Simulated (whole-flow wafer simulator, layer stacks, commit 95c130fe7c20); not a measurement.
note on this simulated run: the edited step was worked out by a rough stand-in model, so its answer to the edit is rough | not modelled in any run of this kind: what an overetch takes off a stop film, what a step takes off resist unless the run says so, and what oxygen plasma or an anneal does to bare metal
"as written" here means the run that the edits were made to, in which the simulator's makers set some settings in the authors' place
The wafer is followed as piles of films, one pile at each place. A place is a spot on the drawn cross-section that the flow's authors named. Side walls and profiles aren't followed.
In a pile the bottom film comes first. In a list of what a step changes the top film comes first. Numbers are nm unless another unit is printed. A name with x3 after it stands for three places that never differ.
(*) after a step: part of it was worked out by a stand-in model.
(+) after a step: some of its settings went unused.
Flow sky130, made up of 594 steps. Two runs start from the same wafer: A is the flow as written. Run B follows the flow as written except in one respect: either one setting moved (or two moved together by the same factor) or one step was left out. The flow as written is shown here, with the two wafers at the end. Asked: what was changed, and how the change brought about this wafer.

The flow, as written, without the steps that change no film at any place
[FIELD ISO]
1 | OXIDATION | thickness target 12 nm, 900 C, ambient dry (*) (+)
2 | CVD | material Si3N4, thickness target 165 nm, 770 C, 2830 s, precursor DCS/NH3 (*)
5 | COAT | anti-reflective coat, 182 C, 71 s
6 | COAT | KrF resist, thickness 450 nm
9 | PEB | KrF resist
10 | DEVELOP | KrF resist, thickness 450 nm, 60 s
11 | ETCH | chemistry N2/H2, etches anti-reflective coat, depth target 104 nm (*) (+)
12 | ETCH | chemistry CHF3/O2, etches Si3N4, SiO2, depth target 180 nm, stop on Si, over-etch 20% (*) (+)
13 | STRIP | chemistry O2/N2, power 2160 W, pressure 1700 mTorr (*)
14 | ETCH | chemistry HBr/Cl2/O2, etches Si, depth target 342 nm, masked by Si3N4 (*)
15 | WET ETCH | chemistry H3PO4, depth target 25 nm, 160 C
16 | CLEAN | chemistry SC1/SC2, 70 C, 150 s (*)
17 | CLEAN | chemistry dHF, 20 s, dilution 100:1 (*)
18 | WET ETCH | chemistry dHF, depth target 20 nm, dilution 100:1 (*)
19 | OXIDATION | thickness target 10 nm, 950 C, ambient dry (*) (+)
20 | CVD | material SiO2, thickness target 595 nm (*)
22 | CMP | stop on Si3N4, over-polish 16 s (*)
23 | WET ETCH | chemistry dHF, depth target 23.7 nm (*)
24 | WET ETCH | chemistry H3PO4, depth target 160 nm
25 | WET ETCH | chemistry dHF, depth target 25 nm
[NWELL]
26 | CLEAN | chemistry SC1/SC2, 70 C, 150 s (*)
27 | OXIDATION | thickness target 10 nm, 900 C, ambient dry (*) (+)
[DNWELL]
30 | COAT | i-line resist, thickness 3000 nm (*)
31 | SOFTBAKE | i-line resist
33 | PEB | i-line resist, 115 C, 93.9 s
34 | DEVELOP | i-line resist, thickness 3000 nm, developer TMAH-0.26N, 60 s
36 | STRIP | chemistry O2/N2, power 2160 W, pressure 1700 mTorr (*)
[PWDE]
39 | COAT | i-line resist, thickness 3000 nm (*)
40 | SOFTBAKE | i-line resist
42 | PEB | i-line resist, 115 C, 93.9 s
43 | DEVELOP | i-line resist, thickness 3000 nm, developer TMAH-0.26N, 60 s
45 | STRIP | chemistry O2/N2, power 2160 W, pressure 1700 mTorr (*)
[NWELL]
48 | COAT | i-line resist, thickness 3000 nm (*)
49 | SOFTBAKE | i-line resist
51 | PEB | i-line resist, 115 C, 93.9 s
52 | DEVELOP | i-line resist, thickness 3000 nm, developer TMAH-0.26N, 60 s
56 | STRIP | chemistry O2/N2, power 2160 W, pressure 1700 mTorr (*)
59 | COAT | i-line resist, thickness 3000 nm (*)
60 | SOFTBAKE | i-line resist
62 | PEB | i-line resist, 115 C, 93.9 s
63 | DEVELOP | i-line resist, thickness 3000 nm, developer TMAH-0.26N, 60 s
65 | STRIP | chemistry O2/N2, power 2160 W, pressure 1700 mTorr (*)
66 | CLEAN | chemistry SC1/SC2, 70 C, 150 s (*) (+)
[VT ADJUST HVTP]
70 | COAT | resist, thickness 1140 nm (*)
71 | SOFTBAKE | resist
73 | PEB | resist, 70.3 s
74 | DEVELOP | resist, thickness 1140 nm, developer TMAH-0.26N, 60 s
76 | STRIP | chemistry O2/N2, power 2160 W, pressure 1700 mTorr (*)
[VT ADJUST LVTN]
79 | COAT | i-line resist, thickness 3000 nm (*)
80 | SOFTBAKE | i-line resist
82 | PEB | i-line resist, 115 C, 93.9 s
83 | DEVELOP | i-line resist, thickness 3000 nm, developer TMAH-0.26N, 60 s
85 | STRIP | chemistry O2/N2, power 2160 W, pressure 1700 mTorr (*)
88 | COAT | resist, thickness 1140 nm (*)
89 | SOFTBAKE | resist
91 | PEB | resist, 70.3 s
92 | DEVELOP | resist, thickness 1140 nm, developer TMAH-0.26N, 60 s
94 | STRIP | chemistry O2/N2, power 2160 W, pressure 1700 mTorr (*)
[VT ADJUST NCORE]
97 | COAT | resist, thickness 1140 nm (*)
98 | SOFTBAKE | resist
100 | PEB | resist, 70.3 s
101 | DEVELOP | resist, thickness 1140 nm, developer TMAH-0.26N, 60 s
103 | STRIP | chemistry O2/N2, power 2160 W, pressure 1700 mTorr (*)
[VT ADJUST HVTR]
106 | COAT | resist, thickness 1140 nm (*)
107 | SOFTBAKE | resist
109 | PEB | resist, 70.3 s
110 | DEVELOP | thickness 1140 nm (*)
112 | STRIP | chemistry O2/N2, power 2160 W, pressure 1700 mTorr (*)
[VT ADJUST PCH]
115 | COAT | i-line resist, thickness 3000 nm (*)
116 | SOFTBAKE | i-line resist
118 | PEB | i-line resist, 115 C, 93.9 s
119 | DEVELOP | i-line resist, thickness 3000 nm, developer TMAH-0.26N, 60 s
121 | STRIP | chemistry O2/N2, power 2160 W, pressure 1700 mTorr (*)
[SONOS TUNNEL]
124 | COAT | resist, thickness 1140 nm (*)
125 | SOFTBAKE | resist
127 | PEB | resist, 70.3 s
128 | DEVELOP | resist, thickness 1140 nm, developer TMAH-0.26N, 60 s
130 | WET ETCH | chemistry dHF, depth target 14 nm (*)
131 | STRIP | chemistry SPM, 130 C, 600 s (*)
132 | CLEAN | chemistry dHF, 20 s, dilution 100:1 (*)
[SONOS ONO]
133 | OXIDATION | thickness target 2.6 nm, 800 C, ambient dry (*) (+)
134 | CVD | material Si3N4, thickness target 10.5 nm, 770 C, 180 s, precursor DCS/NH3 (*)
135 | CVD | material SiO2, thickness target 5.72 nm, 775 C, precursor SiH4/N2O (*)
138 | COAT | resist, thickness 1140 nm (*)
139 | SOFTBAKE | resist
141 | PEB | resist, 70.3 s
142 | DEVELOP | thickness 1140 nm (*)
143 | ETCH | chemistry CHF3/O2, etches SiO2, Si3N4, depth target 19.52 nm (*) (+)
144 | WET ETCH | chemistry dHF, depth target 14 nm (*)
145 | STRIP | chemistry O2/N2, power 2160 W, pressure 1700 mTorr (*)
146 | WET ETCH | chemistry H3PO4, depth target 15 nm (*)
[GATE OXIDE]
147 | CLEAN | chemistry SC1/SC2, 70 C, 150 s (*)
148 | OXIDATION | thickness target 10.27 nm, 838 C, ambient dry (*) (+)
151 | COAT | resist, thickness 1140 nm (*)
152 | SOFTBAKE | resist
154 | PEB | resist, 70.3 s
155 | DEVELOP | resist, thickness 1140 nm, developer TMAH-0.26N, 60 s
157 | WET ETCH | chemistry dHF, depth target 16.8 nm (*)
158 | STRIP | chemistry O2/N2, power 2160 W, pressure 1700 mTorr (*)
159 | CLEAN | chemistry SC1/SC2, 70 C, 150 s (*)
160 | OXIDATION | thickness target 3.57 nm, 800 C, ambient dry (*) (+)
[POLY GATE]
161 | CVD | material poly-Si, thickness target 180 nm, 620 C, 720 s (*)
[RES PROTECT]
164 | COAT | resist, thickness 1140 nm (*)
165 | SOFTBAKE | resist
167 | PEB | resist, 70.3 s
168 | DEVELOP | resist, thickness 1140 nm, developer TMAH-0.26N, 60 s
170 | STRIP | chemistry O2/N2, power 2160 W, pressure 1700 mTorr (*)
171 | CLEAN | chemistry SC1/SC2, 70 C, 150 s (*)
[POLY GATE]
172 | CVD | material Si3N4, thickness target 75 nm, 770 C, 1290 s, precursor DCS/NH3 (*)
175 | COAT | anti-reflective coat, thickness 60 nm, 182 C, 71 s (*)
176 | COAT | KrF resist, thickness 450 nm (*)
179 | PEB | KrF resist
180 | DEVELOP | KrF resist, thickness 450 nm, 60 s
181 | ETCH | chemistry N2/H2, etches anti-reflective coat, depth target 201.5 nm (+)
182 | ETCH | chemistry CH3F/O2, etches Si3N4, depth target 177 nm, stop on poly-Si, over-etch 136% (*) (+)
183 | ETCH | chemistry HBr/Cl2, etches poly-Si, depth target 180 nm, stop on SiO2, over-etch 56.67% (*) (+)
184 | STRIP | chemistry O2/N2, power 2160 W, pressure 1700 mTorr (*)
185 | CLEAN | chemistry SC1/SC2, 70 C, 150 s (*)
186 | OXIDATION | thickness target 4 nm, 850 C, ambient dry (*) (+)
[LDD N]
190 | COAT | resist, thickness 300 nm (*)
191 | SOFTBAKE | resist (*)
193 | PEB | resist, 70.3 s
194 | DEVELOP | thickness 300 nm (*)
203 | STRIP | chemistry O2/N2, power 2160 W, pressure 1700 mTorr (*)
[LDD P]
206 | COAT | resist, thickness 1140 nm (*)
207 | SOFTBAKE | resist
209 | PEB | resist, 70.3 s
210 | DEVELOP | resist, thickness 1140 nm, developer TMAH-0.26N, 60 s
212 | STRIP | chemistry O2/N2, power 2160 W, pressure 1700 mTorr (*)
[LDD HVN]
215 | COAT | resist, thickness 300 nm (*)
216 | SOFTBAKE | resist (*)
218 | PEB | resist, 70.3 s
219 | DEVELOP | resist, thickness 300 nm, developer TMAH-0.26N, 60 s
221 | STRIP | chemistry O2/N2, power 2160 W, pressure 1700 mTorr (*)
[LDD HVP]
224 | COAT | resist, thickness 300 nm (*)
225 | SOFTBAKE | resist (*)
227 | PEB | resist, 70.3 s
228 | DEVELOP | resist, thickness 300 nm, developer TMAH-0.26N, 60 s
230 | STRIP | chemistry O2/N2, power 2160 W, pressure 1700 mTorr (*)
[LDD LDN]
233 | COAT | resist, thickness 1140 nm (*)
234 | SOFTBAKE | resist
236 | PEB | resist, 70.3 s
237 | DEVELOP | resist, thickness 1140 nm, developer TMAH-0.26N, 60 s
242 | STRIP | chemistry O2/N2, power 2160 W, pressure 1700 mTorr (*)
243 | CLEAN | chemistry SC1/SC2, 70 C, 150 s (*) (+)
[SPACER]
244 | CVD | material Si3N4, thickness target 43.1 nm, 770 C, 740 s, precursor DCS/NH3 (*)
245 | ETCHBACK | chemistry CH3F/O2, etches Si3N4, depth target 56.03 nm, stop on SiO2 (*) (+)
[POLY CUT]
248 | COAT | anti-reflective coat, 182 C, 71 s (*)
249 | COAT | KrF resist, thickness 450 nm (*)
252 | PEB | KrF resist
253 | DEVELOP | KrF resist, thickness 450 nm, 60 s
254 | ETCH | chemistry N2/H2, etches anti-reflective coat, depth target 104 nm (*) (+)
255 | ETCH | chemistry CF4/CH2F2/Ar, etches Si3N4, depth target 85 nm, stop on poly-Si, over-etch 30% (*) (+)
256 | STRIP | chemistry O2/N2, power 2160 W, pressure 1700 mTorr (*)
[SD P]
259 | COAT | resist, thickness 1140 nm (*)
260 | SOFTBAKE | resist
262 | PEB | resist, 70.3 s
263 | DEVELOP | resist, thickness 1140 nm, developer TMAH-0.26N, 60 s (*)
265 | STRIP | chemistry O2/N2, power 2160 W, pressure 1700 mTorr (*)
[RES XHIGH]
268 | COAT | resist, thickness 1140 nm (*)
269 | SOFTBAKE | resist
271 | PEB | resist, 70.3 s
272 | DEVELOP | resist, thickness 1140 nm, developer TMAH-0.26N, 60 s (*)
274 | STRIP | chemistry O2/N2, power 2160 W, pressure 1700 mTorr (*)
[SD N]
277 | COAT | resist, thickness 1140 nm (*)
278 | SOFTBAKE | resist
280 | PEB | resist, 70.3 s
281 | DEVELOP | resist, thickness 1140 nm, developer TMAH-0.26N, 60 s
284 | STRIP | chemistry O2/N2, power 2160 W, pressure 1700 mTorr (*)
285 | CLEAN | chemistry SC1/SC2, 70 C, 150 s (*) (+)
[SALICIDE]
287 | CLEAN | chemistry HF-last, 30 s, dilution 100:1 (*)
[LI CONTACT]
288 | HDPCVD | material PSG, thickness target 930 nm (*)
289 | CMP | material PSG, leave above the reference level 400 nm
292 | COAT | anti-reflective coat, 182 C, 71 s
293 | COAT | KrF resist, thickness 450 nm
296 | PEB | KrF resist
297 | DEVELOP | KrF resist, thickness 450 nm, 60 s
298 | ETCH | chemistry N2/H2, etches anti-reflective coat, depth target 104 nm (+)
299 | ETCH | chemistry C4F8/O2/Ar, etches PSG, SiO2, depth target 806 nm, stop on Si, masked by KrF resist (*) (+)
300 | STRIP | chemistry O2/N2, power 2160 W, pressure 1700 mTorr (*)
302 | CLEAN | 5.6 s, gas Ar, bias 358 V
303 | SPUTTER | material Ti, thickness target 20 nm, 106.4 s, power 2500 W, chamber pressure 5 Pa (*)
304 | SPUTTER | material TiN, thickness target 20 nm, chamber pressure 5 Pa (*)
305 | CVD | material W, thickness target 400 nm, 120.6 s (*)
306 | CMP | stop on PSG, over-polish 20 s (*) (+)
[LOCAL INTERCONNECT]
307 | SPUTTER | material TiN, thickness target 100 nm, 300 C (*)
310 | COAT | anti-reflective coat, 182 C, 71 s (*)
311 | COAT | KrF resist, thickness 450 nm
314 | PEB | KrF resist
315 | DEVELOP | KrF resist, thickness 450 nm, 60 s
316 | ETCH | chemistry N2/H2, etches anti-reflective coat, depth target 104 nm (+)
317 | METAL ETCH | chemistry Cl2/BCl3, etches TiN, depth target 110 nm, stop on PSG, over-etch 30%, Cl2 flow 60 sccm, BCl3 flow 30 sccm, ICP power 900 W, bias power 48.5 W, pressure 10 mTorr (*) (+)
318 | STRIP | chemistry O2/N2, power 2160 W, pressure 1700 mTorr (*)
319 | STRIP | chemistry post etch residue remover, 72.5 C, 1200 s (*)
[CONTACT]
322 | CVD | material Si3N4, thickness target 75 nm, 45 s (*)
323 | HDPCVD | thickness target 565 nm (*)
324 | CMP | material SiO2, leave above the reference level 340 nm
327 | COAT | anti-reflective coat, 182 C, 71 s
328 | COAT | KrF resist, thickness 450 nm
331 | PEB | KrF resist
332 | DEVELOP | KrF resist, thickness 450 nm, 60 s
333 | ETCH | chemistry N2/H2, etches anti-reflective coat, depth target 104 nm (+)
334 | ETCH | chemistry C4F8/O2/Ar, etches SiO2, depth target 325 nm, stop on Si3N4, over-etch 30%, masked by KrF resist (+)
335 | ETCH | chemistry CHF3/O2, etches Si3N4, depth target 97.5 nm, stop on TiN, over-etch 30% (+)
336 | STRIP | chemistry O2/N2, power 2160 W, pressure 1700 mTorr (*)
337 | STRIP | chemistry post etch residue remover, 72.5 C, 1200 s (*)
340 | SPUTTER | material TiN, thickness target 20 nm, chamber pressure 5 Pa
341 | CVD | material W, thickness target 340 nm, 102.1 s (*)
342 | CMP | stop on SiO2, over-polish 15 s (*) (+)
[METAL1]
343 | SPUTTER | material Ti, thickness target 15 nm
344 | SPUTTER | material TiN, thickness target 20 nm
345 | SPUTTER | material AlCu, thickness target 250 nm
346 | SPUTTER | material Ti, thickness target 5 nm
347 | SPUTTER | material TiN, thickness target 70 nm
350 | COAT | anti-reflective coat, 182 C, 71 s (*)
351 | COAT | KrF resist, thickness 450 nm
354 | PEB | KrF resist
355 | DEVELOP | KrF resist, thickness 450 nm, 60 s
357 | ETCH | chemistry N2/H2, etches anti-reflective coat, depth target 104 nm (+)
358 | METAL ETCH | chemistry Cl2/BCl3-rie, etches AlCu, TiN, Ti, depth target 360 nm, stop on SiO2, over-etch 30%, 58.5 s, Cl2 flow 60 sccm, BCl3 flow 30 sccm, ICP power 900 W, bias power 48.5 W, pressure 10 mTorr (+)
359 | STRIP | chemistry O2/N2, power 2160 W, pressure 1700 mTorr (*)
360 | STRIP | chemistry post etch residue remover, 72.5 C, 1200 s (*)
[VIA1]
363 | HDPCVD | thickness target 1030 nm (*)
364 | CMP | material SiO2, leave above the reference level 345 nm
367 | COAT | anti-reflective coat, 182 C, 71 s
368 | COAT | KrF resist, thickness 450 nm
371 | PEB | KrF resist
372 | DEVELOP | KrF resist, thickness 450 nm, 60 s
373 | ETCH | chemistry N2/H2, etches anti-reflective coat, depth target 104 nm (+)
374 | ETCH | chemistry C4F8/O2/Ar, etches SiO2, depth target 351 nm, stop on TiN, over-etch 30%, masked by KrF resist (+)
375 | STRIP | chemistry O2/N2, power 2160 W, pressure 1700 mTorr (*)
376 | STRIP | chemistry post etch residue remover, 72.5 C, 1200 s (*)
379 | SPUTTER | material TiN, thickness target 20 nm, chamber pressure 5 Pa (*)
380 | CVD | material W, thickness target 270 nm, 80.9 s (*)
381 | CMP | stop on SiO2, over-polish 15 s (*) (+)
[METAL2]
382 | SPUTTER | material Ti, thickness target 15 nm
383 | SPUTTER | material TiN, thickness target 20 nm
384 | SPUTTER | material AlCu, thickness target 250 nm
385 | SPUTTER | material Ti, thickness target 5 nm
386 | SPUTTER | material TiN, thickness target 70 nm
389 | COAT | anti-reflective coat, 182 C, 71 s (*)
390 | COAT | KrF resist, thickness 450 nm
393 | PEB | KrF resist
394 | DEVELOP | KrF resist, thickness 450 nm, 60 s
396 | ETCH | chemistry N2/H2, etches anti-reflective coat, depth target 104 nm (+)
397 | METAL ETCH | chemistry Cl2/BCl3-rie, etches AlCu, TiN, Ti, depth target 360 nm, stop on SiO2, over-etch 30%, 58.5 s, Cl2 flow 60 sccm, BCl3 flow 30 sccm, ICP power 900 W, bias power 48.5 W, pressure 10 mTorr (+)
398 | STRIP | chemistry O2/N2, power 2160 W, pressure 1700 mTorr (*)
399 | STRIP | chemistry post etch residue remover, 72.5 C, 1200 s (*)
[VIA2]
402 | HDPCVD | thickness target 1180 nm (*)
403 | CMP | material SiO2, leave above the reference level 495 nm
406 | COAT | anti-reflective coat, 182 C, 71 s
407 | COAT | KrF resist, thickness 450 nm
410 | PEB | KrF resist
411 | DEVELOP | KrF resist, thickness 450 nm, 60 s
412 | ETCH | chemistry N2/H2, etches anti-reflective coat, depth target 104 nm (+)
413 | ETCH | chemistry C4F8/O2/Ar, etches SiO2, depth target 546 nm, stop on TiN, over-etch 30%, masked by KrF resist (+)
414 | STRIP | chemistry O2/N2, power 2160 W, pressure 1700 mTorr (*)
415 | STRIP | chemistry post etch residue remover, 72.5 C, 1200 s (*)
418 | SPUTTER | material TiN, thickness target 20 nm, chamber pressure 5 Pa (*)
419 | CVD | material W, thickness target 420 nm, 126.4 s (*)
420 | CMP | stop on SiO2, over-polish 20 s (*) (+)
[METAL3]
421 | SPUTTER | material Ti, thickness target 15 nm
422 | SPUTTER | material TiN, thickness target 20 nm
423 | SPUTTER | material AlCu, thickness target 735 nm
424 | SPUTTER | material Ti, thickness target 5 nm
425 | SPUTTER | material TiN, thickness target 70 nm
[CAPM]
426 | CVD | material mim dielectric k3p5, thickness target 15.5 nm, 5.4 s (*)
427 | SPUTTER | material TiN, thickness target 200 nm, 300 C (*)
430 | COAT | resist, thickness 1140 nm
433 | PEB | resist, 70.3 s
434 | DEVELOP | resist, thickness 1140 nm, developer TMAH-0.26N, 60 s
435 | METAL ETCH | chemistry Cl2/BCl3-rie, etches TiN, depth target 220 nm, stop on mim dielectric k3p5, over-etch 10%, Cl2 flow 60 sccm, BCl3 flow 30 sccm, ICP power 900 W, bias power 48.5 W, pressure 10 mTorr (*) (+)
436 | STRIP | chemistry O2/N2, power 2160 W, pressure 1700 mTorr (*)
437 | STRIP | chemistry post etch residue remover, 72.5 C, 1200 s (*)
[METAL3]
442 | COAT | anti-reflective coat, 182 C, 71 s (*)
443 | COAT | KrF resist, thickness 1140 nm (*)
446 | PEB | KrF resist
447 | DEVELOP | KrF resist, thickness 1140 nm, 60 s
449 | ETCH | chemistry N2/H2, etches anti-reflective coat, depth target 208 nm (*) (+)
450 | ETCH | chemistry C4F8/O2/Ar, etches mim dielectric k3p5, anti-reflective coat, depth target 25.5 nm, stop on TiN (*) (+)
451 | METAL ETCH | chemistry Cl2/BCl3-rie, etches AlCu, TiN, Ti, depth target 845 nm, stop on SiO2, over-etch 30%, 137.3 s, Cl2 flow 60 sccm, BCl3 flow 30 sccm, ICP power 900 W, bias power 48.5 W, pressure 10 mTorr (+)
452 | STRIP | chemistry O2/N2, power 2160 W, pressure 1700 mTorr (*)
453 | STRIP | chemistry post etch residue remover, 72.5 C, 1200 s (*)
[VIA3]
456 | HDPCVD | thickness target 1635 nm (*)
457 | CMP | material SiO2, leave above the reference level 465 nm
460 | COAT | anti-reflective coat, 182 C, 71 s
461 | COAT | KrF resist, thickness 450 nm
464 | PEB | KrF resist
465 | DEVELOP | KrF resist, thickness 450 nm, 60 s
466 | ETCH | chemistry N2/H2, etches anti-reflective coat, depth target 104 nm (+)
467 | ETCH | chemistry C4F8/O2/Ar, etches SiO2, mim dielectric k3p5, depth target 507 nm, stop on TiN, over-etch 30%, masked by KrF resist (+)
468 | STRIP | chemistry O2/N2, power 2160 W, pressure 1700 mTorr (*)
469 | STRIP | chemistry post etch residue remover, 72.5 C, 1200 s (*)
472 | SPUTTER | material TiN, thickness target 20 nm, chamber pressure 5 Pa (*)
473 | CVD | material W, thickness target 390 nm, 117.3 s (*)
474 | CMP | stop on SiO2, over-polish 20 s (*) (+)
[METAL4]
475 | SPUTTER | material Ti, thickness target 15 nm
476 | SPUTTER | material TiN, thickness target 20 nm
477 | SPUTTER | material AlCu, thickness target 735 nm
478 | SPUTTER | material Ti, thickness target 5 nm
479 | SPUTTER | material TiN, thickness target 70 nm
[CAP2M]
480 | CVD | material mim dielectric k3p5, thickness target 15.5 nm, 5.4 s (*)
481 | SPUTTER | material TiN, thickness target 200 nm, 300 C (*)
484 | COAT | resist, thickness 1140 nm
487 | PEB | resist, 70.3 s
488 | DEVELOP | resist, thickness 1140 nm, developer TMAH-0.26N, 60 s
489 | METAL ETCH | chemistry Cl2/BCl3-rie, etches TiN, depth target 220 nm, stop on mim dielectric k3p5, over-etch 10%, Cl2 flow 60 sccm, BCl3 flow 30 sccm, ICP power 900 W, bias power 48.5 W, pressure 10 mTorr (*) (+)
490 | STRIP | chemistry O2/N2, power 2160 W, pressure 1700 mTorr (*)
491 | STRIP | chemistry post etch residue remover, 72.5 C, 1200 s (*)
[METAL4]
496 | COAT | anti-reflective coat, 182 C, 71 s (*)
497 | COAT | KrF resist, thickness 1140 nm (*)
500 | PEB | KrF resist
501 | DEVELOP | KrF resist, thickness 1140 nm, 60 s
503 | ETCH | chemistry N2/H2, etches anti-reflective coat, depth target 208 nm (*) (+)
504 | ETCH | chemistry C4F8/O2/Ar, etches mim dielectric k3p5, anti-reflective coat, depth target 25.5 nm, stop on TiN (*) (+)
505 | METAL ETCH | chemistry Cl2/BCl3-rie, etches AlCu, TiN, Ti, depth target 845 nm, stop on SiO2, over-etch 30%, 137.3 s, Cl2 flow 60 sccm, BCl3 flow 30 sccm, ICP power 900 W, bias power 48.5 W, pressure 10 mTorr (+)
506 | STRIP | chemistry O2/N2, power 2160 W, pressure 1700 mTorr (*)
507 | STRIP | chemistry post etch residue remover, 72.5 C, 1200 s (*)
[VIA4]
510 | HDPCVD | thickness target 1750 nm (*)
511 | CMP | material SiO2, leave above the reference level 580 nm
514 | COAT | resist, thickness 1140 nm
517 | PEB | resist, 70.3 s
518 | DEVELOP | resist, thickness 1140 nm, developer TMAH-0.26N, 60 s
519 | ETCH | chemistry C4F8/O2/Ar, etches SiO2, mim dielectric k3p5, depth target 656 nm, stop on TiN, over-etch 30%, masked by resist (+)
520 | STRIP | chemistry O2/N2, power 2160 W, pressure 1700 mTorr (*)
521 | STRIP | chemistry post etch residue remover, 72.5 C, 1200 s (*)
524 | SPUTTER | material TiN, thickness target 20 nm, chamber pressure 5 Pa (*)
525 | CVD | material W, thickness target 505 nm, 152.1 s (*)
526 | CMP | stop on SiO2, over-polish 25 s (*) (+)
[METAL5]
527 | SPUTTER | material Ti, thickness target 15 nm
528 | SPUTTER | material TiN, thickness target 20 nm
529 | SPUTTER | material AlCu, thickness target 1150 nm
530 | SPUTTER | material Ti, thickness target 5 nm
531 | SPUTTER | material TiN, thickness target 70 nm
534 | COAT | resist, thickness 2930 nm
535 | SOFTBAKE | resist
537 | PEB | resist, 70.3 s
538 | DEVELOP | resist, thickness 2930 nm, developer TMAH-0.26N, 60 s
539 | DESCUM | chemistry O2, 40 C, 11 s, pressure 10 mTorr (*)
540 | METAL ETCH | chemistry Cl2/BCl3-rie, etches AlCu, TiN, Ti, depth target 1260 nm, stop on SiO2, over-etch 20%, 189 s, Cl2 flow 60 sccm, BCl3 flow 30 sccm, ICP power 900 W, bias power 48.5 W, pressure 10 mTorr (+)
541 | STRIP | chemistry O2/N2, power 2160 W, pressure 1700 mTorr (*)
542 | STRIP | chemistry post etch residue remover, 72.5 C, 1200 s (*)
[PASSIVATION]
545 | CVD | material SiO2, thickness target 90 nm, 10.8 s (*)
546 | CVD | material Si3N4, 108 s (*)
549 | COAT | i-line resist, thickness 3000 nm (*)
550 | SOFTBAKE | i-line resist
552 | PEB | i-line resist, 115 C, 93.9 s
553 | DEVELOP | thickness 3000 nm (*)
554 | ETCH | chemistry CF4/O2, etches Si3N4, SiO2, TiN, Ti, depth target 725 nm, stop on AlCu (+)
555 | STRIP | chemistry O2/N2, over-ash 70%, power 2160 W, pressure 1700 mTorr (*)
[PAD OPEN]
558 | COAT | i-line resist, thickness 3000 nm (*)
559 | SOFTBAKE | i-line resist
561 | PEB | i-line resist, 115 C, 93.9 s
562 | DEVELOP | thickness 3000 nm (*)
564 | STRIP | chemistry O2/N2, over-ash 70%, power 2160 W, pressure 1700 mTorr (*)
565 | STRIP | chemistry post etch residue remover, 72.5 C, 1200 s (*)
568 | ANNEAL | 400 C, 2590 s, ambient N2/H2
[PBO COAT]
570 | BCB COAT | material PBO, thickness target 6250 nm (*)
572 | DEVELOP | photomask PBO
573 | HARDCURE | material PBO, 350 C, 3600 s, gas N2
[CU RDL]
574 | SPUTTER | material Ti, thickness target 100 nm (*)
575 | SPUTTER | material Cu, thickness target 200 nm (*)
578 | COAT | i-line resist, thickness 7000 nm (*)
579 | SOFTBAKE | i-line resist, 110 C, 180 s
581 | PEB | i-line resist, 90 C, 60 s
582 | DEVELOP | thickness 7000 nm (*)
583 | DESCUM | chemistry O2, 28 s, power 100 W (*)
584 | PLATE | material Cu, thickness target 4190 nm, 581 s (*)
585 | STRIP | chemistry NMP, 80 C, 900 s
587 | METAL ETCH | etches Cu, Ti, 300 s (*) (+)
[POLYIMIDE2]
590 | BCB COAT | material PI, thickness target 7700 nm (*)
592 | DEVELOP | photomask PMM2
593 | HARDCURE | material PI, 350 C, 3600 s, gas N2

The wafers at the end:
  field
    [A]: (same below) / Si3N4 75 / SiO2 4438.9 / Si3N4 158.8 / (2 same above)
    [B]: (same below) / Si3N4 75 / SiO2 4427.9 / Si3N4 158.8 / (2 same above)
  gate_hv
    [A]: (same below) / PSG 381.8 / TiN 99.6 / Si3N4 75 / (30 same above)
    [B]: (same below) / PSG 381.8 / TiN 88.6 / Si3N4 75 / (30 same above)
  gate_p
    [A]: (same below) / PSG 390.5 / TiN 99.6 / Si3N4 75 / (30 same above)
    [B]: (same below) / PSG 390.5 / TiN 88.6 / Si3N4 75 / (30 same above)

Cause: step 307, SPUTTER: thickness target 89 nm was run, though the flow has thickness target 100 nm.

How this came from the change, step by step:
  307 | SPUTTER | material TiN, thickness target 100 nm, 300 C (*)
      field, active, n_well and 188 more: A +100 TiN (new film) | B +89 TiN (new film)
  317 | METAL ETCH | chemistry Cl2/BCl3, etches TiN, depth target 110 nm, stop on PSG, over-etch 30%, Cl2 flow 60 sccm, BCl3 flow 30 sccm, ICP power 900 W, bias power 48.5 W, pressure 10 mTorr (*) (+)
      field, active, gate and 88 more: A -98.7 TiN (all of it) | B -87.7 TiN (all of it)
  324 | CMP | material SiO2, leave above the reference level 340 nm
      field, active, gate and 88 more: A -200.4 SiO2 | B -211.4 SiO2
